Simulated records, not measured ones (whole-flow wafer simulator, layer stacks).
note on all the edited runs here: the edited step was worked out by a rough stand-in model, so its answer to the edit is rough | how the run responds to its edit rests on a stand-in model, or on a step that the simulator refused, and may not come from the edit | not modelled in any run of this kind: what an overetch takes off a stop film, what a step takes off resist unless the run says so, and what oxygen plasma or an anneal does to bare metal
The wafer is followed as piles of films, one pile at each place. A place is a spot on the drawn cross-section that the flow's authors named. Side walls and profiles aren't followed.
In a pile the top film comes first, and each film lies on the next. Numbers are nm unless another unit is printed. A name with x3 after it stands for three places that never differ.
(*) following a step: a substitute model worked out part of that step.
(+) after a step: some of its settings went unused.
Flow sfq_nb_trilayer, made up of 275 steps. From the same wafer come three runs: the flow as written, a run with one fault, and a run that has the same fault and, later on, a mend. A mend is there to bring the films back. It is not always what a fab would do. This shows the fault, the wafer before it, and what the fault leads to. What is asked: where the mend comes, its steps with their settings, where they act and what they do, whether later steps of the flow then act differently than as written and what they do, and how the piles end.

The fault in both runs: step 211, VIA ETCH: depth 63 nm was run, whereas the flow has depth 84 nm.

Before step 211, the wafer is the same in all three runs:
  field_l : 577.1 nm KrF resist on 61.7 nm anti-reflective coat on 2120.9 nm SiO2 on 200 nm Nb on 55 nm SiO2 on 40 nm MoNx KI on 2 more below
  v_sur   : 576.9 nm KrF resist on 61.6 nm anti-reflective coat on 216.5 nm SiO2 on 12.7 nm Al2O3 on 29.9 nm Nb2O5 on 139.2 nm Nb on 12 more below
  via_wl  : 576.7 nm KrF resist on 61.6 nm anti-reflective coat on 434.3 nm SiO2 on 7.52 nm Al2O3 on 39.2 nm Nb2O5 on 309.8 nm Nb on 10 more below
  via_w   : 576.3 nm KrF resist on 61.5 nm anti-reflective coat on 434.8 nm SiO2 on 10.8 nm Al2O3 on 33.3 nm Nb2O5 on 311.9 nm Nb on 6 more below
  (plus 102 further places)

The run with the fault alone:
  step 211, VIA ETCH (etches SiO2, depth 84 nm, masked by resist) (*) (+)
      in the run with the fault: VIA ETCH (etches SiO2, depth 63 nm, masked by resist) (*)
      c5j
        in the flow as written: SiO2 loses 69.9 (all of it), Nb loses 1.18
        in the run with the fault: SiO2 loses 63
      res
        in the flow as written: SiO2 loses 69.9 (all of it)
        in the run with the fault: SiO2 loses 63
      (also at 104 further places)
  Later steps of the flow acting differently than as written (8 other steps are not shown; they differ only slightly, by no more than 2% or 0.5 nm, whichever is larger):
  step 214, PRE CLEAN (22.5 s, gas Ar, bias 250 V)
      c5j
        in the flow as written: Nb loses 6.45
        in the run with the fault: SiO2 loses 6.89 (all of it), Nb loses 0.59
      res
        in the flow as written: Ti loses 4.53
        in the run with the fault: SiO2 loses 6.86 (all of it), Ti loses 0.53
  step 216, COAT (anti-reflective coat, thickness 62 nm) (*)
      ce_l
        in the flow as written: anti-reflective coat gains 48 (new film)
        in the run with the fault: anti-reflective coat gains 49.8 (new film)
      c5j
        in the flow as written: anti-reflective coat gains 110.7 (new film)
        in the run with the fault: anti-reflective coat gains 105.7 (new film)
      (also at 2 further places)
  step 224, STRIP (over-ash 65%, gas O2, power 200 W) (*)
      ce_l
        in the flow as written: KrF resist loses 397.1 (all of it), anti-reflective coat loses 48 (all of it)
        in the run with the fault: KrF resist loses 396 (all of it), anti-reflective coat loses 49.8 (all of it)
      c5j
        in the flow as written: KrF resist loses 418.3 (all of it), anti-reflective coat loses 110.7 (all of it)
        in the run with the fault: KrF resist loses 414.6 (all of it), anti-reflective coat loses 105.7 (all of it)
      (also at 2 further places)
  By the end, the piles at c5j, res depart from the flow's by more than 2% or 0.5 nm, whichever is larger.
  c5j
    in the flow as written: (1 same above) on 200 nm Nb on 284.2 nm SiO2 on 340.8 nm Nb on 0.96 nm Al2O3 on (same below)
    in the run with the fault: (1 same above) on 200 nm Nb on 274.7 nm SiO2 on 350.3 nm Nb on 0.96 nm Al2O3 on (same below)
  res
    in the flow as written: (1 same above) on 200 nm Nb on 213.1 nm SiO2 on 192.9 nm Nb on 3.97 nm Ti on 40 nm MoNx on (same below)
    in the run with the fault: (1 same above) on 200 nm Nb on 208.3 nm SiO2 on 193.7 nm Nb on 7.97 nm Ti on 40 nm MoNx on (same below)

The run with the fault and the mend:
  After step 212 comes the mend.
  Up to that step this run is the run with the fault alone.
  step 212a, COAT (anti-reflective coat, thickness 62 nm) (*) (the flow's step 204, run once more)
      ln_m5, p4_fl x3, p4_w1 x9 and 52 more
        anti-reflective coat gains 62 (new film)
      field_r, lsp_m, ln_m6 and 7 more
        anti-reflective coat gains 61.9 (new film)
      v_sur, via_wl
        anti-reflective coat gains 61.5 (new film)
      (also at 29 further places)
  step 212b, COAT (KrF resist, thickness 650 nm) (*) (the flow's step 205, run once more)
      l0_sur, p4_fl x3, p4_w1 x9 and 35 more
        KrF resist gains 650 (new film)
      l0v, wl_b_m5, wl_b_sr and 13 more
        KrF resist gains 649.9 (new film)
      ln_m6, wl_j_sl, wl_j_sr
        KrF resist gains 650.2 (new film)
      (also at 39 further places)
  step 212c, SOFTBAKE (KrF resist) (the flow's step 206, run once more)
      leaves every film unchanged at each place that is followed
  step 212d, EXPOSE (photomask C5, dose 11.94 mJ/cm2, NA 0.6, wavelength 248 nm) (*) (the flow's step 207, run once more)
      leaves every film unchanged at each place that is followed
  step 212e, PEB (KrF resist, 90 s) (the flow's step 208, run once more)
      field_l, sp_r, res and 81 more
        KrF resist loses 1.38
      v_sur, via_wl, via_w, via_wr, via_sp, be_sur, jj_sur
        KrF resist loses 1.37
      r5r_line_l, r5r_line_c, r5r_line_r
        KrF resist loses 1.34
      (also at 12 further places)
  step 212f, DEVELOP (KrF resist, thickness 650 nm, 60 s) (the flow's step 209, run once more)
      field_l, v_sur, via_wl and 101 more
        KrF resist loses 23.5
      c5j
        KrF resist loses 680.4 (all of it)
      res
        KrF resist loses 649.4 (all of it)
  step 212g, VIA ETCH (etches anti-reflective coat, depth 125 nm, masked by resist) (+) (the flow's step 210, run once more)
      field_l, v_sur, via_wl and 101 more
        KrF resist loses 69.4
      c5j
        anti-reflective coat loses 97.7 (all of it), SiO2 loses 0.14
      res
        anti-reflective coat loses 86.4 (all of it), SiO2 loses 0.19
  step 212h, VIA ETCH (etches SiO2, depth 21 nm, masked by resist) (*) (+) (the flow's step 211, run once more with other settings)
      field_l, v_sur, via_wl and 101 more
        KrF resist loses 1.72
      c5j
        SiO2 loses 6.76 (all of it), Nb loses 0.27
      res
        SiO2 loses 6.67 (all of it)
  step 212i, STRIP (over-ash 65%, gas O2, power 200 W) (*) (the flow's step 212, run once more)
      p4_fl x3, p4_w1 x9, p4_g1 x2 and 33 more
        KrF resist loses 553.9 (all of it), anti-reflective coat loses 62 (all of it)
      wl_b_sl, wl_b_m5, wl_b_sr and 14 more
        KrF resist loses 553.8 (all of it), anti-reflective coat loses 62 (all of it)
      lsp_r, l0_sur
        KrF resist loses 554 (all of it), anti-reflective coat loses 61.9 (all of it)
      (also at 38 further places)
  None of the later steps of the flow differs from how it acts as written, at any place that is followed, by more than 2% or 0.5 nm, whichever is larger.
  The piles end only slightly different from the flow's at the places that both follow, by no more than 2% or 0.5 nm, whichever is larger.
